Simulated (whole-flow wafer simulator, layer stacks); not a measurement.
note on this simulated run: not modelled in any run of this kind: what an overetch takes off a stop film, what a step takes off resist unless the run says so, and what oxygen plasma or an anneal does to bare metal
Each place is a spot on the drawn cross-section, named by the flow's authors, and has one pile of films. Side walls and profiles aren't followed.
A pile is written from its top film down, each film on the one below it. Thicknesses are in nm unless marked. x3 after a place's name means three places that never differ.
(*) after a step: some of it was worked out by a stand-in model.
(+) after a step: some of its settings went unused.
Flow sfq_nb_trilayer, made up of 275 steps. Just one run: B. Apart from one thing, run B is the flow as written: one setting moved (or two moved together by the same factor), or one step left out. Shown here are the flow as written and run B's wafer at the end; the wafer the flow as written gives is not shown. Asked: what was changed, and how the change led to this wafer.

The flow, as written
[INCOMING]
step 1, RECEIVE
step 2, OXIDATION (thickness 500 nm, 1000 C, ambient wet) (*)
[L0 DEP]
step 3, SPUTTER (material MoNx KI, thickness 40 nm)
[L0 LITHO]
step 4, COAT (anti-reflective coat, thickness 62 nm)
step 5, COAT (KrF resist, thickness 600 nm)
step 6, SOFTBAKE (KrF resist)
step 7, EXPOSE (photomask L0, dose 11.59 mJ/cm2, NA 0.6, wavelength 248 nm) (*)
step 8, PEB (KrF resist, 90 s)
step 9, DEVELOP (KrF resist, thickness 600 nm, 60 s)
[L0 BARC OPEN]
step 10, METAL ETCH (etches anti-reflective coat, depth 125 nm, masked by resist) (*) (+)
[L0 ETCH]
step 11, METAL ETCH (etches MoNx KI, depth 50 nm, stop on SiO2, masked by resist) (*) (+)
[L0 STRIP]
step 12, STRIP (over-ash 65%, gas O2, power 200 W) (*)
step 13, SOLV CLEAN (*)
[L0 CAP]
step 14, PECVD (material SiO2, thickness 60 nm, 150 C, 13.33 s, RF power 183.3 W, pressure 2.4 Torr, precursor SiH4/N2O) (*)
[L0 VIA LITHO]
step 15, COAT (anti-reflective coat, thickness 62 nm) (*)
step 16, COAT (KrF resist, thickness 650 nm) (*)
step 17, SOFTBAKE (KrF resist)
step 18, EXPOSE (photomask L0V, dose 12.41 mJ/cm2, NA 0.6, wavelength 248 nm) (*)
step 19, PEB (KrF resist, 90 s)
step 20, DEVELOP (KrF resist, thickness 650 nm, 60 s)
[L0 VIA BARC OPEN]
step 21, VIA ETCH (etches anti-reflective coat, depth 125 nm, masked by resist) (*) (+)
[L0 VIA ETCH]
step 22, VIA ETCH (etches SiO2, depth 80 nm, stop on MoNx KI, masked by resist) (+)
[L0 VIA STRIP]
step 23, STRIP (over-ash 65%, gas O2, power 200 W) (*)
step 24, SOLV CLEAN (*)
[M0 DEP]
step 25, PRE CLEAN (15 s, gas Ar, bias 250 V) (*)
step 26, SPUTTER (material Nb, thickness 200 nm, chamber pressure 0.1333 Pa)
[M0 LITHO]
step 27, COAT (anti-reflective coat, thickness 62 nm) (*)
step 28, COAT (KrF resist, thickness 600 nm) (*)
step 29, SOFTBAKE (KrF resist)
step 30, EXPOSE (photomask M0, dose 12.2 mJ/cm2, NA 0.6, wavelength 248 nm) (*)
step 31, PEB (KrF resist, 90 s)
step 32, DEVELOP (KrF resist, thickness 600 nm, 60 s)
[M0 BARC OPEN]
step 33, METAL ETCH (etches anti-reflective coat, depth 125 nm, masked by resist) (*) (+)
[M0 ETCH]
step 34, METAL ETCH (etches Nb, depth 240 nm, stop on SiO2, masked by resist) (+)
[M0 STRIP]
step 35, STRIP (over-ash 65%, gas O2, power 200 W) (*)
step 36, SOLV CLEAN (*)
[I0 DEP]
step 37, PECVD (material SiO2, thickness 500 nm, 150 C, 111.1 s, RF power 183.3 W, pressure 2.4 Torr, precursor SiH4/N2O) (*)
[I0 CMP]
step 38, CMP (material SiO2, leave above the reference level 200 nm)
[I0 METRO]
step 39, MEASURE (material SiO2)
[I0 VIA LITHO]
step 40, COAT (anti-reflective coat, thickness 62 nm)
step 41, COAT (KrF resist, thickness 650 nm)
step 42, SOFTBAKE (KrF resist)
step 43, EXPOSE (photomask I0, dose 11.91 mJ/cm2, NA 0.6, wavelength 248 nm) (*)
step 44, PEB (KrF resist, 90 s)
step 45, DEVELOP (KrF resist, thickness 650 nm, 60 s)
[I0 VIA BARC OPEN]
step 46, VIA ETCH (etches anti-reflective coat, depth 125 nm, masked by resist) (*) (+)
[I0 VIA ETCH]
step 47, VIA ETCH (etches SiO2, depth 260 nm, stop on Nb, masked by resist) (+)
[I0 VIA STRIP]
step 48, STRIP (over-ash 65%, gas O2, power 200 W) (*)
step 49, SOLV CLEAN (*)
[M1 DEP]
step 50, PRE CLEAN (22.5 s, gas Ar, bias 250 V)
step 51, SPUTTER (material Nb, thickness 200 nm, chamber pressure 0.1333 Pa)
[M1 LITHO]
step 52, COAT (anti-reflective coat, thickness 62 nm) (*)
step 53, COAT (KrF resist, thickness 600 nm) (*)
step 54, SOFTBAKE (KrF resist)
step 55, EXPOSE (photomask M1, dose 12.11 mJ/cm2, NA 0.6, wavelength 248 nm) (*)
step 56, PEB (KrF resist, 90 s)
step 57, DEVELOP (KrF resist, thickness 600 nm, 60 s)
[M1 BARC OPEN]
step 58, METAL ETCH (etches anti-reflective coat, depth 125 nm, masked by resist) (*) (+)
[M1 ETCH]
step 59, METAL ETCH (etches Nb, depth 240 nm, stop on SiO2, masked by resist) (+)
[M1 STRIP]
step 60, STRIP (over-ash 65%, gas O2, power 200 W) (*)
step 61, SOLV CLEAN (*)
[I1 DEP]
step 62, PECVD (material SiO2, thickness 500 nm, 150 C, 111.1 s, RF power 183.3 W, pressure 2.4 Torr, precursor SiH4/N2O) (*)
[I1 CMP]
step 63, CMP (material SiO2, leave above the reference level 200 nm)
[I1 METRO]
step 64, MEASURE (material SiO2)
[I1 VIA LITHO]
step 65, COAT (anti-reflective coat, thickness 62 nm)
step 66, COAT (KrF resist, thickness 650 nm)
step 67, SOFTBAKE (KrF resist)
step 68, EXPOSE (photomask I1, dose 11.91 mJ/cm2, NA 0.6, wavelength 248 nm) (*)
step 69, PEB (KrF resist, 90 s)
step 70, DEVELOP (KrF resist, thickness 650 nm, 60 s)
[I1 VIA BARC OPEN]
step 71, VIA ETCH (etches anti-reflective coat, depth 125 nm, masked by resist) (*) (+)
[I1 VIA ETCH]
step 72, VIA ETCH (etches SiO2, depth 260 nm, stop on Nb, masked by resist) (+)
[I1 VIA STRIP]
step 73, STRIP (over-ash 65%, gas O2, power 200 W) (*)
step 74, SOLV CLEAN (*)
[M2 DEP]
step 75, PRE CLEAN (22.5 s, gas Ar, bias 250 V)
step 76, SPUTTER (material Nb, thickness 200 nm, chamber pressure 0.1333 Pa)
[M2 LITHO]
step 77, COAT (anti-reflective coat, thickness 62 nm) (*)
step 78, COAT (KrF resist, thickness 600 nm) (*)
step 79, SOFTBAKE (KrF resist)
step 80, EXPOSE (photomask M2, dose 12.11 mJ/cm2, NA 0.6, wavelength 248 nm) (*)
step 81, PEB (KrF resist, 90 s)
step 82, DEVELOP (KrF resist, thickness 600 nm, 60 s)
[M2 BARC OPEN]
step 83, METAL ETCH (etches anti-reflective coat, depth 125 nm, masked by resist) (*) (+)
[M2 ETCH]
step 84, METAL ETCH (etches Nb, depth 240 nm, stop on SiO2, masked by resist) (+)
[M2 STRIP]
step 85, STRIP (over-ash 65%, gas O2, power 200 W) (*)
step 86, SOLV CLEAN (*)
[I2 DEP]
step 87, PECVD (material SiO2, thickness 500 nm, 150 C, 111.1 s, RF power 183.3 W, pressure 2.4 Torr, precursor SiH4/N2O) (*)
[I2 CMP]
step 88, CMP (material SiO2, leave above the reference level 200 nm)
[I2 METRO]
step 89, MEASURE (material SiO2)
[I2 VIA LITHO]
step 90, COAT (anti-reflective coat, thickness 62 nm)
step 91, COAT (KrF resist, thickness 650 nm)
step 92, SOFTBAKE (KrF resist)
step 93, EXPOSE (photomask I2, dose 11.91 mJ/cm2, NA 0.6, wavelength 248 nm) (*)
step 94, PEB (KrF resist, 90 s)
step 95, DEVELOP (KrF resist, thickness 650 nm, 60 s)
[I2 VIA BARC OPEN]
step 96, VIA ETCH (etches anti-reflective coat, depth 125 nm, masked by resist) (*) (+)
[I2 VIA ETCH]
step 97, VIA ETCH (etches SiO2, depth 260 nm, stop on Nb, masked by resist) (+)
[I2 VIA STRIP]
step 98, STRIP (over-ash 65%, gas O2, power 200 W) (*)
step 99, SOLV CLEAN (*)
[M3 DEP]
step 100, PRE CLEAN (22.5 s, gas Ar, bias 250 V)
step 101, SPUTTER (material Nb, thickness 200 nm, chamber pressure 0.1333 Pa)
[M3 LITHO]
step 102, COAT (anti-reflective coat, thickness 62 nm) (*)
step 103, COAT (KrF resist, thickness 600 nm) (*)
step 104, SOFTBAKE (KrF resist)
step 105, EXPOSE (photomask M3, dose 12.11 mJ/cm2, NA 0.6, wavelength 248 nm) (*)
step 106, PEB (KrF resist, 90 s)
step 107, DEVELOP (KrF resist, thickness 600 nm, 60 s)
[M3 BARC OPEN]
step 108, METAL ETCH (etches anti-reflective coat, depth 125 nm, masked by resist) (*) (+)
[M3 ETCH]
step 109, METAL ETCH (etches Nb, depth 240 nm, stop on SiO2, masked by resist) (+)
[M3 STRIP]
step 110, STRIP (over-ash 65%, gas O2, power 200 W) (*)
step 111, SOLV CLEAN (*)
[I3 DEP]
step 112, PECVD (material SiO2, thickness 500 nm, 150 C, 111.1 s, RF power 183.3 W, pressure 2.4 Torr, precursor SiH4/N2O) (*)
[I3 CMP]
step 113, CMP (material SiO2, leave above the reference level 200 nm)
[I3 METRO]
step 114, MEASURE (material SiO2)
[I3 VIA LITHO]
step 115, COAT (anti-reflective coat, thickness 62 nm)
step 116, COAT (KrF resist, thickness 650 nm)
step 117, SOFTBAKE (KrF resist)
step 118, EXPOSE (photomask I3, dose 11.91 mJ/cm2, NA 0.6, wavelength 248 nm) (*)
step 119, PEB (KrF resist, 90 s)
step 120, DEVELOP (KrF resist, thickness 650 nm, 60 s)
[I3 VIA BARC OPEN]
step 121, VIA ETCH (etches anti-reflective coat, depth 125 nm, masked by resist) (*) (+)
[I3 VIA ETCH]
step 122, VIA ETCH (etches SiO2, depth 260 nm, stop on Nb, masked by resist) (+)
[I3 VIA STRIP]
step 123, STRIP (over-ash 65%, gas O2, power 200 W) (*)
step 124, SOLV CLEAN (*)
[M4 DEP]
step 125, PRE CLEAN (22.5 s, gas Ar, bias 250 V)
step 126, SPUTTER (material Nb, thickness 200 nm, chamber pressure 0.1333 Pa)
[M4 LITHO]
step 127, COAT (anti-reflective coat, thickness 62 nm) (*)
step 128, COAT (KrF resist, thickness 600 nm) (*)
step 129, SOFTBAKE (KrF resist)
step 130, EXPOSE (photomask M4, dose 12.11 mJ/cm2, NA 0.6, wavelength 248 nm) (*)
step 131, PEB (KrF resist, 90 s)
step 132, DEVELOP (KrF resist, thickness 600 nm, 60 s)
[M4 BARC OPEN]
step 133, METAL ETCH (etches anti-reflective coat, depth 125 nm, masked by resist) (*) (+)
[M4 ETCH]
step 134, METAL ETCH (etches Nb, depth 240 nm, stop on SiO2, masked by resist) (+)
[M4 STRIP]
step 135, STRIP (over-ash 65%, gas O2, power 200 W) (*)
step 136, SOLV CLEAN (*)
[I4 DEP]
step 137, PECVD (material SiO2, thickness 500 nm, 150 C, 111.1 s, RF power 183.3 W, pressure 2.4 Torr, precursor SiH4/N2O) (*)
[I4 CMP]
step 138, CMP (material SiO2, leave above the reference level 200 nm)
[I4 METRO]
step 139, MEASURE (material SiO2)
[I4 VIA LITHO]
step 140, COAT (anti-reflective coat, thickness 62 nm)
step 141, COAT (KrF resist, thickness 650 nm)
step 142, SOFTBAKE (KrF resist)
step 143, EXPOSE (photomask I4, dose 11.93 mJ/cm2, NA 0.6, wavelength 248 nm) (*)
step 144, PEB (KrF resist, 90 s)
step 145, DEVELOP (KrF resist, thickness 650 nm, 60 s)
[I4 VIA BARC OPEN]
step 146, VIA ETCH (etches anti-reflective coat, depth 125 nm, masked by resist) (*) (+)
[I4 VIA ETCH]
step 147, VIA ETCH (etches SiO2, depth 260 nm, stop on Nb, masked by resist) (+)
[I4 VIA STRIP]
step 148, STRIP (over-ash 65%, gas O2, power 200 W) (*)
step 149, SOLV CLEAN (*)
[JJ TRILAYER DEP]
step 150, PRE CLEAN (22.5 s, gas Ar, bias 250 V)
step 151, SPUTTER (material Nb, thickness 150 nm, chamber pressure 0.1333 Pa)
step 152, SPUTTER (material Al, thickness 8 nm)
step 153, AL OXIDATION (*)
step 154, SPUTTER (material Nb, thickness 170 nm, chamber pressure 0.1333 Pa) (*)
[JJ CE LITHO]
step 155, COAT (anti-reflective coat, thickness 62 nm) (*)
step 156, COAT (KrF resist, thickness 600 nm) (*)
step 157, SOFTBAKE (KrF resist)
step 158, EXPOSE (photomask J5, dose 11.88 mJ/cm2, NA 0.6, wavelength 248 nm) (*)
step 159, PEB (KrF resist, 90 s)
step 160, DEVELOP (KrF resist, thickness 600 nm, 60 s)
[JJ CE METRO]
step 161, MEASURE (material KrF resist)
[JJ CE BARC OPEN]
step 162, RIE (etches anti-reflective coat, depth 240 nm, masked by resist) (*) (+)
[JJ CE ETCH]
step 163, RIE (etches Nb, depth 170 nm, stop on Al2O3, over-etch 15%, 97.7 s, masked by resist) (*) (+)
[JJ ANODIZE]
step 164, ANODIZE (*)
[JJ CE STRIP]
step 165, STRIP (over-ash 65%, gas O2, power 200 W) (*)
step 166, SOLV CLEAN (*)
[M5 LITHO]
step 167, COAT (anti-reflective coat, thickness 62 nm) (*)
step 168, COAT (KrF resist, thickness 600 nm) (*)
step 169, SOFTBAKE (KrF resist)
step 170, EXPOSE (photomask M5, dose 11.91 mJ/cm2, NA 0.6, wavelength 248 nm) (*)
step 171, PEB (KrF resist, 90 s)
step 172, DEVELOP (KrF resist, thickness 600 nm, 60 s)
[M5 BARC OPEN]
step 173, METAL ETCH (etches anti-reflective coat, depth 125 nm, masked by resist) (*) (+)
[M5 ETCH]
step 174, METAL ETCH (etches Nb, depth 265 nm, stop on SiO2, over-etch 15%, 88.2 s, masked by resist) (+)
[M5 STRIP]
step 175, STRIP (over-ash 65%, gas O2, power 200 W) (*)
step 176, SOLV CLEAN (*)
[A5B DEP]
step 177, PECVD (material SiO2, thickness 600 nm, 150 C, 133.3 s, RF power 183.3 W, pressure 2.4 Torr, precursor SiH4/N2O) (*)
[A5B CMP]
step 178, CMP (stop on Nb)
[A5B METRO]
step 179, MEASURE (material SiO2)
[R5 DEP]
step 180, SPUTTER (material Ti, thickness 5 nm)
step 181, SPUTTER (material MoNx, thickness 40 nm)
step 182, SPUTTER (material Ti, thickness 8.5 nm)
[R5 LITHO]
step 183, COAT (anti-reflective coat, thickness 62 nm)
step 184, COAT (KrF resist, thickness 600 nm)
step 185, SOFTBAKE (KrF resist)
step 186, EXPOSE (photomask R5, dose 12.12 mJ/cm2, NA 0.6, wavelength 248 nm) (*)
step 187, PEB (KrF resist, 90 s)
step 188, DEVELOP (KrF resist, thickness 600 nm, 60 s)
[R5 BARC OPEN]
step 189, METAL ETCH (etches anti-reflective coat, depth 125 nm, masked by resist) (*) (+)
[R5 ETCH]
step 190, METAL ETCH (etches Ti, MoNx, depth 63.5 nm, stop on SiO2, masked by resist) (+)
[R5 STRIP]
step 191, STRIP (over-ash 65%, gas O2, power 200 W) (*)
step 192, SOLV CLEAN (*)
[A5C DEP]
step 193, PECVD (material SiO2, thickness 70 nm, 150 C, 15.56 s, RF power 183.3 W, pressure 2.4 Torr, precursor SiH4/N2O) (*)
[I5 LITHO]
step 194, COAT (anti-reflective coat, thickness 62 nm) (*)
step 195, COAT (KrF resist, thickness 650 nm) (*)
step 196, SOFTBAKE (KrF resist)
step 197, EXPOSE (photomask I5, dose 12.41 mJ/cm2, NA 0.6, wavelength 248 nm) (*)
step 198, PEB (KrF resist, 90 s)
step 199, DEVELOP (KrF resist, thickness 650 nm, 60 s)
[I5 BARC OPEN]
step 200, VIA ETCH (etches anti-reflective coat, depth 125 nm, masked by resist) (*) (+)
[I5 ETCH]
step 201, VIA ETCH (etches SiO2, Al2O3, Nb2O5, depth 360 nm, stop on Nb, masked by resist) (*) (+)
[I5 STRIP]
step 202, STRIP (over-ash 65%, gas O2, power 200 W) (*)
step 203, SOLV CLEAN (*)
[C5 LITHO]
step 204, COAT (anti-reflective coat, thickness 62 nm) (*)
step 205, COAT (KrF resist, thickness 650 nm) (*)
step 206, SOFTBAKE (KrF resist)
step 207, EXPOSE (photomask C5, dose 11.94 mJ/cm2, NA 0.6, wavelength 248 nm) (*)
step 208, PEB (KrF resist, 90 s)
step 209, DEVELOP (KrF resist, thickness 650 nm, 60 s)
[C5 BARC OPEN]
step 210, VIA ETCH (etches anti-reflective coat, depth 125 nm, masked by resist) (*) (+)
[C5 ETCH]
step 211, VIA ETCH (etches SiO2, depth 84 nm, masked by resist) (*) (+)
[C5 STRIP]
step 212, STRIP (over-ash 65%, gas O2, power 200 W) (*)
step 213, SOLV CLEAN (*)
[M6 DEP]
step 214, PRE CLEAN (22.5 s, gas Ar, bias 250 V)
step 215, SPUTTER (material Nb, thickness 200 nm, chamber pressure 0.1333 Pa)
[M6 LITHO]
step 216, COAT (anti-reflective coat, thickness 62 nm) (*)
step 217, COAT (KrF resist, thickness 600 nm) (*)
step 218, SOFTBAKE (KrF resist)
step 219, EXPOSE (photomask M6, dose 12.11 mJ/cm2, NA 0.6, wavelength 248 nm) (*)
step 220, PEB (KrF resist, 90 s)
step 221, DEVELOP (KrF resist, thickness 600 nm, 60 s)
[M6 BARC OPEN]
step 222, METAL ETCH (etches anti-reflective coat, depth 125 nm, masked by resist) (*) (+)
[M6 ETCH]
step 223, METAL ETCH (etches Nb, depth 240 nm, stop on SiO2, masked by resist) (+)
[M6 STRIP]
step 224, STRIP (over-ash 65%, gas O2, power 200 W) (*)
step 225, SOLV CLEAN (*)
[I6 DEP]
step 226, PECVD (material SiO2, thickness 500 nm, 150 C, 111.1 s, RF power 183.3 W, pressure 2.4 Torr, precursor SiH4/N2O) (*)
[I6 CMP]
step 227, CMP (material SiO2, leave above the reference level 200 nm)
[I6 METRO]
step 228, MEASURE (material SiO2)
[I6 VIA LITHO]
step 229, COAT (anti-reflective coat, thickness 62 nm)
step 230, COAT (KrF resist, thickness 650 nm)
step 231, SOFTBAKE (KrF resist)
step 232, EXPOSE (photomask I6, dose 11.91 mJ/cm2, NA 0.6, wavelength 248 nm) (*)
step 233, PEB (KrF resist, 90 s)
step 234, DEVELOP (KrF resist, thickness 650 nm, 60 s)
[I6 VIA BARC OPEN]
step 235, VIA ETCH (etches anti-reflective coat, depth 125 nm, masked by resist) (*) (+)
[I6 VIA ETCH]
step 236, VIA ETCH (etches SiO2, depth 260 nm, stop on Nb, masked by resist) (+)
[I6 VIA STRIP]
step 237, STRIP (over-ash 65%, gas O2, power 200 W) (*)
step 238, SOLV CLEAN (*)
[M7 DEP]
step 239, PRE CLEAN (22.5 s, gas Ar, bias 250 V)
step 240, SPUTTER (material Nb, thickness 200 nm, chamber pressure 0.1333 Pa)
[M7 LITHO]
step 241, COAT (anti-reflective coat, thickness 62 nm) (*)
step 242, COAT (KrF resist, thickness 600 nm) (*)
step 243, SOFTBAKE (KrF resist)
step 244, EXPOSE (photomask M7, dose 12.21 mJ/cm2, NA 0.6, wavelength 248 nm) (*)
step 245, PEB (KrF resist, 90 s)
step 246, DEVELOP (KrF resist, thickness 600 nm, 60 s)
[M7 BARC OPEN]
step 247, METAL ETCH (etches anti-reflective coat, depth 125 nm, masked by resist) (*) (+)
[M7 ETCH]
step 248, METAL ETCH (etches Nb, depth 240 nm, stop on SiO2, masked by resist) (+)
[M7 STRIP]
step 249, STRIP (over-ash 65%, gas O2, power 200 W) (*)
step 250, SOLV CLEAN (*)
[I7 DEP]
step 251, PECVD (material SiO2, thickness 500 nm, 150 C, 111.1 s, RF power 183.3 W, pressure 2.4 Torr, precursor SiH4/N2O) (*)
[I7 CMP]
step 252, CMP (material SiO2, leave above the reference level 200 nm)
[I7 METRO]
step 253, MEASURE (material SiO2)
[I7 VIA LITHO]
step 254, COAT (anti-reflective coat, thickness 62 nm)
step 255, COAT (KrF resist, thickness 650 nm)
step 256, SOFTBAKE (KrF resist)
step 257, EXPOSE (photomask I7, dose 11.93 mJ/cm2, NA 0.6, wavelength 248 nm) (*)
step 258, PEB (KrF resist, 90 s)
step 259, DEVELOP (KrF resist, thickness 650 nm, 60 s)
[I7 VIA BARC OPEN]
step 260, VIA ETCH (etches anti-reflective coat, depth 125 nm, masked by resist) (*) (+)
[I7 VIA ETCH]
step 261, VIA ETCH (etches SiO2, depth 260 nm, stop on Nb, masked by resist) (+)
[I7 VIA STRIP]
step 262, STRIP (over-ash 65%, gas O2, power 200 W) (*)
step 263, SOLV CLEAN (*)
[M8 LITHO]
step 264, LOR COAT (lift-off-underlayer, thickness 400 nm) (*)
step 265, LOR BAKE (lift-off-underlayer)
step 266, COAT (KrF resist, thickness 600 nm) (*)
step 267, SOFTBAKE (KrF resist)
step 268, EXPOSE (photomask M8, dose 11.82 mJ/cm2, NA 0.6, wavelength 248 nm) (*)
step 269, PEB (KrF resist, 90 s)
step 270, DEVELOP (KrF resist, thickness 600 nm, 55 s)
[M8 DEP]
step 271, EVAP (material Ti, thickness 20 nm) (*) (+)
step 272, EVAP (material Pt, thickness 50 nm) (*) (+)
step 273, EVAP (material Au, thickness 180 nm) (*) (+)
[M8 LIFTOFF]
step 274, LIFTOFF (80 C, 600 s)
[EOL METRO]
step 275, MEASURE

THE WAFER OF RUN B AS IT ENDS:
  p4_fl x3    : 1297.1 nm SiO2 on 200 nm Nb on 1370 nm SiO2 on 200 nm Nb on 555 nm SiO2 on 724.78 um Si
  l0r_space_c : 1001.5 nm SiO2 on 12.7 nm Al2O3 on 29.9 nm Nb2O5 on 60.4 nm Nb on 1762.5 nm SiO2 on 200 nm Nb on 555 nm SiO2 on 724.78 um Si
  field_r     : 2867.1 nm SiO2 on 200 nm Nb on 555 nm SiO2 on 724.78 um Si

The reason: step 151, SPUTTER: thickness 71.2 nm was run, while the flow as written has thickness 150 nm.

The path from the change to this, step by step:
  step 151, SPUTTER (material Nb, thickness 150 nm, chamber pressure 0.1333 Pa)
      field_l, v_sur, via_sp and 100 more: Nb gains 71.2 (new film) (as written it would have been: Nb gains 150 (new film))
      via_wl, via_wr: Nb gains 50.9 (as written it would have been: Nb gains 130.4)
      (and at 1 other place as well)
  step 154, SPUTTER (material Nb, thickness 170 nm, chamber pressure 0.1333 Pa) (*)
      via_w: Nb gains 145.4 (new film) (as written it would have been: Nb gains 141 (new film))
  step 155, COAT (anti-reflective coat, thickness 62 nm) (*)
      via_wl, via_wr: anti-reflective coat gains 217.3 (new film) (as written it would have been: anti-reflective coat gains 209.4 (new film))
  step 162, RIE (etches anti-reflective coat, depth 240 nm, masked by resist) (*) (+)
      ce_l, c5j, ce_r, wl_jj: KrF resist loses 217.3 (as written it would have been: KrF resist loses 209.4)
      via_wl, via_wr: anti-reflective coat loses 217.3 (all of it) (as written it would have been: anti-reflective coat loses 209.4 (all of it))
  step 163, RIE (etches Nb, depth 170 nm, stop on Al2O3, over-etch 15%, 97.7 s, masked by resist) (*) (+)
      via_w: Nb loses 145.4 (all of it), Al2O3 loses 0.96 (all of it) (as written it would have been: Nb loses 141 (all of it), Al2O3 loses 0.96 (all of it))
  step 164, ANODIZE (*)
      via_wl, via_wr: Al2O3 gains 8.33 (new film), Nb2O5 gains 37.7 (new film), Al loses 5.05 (all of it), Nb loses 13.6 (as written it would have been: Al2O3 gains 7.52 (new film), Nb2O5 gains 39.2 (new film), Al loses 4.56 (all of it), Nb loses 14.1)
      via_w: Al2O3 gains 11.2 (new film), Nb2O5 gains 32.6 (new film), Al loses 6.79 (all of it), Nb loses 11.7 (as written it would have been: Al2O3 gains 10.8 (new film), Nb2O5 gains 33.3 (new film), Al loses 6.54 (all of it), Nb loses 12)
  step 165, STRIP (over-ash 65%, gas O2, power 200 W) (*)
      ce_l: KrF resist loses 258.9 (all of it), anti-reflective coat loses 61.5 (all of it) (as written it would have been: KrF resist loses 266.8 (all of it), anti-reflective coat loses 61.4 (all of it))
      c5j: KrF resist loses 259 (all of it), anti-reflective coat loses 61.5 (all of it) (as written it would have been: KrF resist loses 266.9 (all of it), anti-reflective coat loses 61.5 (all of it))
      (and at 2 other places as well)
  step 167, COAT (anti-reflective coat, thickness 62 nm) (*)
      via_w: anti-reflective coat gains 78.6 (new film) (as written it would have been: anti-reflective coat gains 84.1 (new film))
      ce_l: anti-reflective coat gains 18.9 (new film) (as written it would have been: anti-reflective coat gains 19.6 (new film))
      (and at 1 other place as well)
  step 174, METAL ETCH (etches Nb, depth 265 nm, stop on SiO2, over-etch 15%, 88.2 s, masked by resist) (+)
      field_l, r_sur, res and 50 more: Al2O3 loses 12.6 (all of it), Nb2O5 loses 29.9 (all of it), Nb loses 60.4 (all of it), SiO2 loses 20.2 (as written it would have been: Al2O3 loses 12.6 (all of it), Nb2O5 loses 29.9 (all of it), Nb loses 139.2 (all of it), SiO2 loses 12.3)
  step 175, STRIP (over-ash 65%, gas O2, power 200 W) (*)
      via_w: KrF resist loses 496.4 (all of it), anti-reflective coat loses 78.6 (all of it) (as written it would have been: KrF resist loses 503.5 (all of it), anti-reflective coat loses 84.1 (all of it))
      ce_l: KrF resist loses 300.3 (all of it), anti-reflective coat loses 18.9 (all of it) (as written it would have been: KrF resist loses 299.6 (all of it), anti-reflective coat loses 19.6 (all of it))
      (and at 1 other place as well)
  step 178, CMP (stop on Nb)
      field_l, p4_fl x3, p4_w1 x9 and 29 more: SiO2 loses 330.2 (as written it would have been: SiO2 loses 259.3)
      r_sur, res, r_end, moat, field_r, lsp_l: SiO2 loses 330.2 (as written it would have been: SiO2 loses 252.3)
      (and at 8 other places as well)
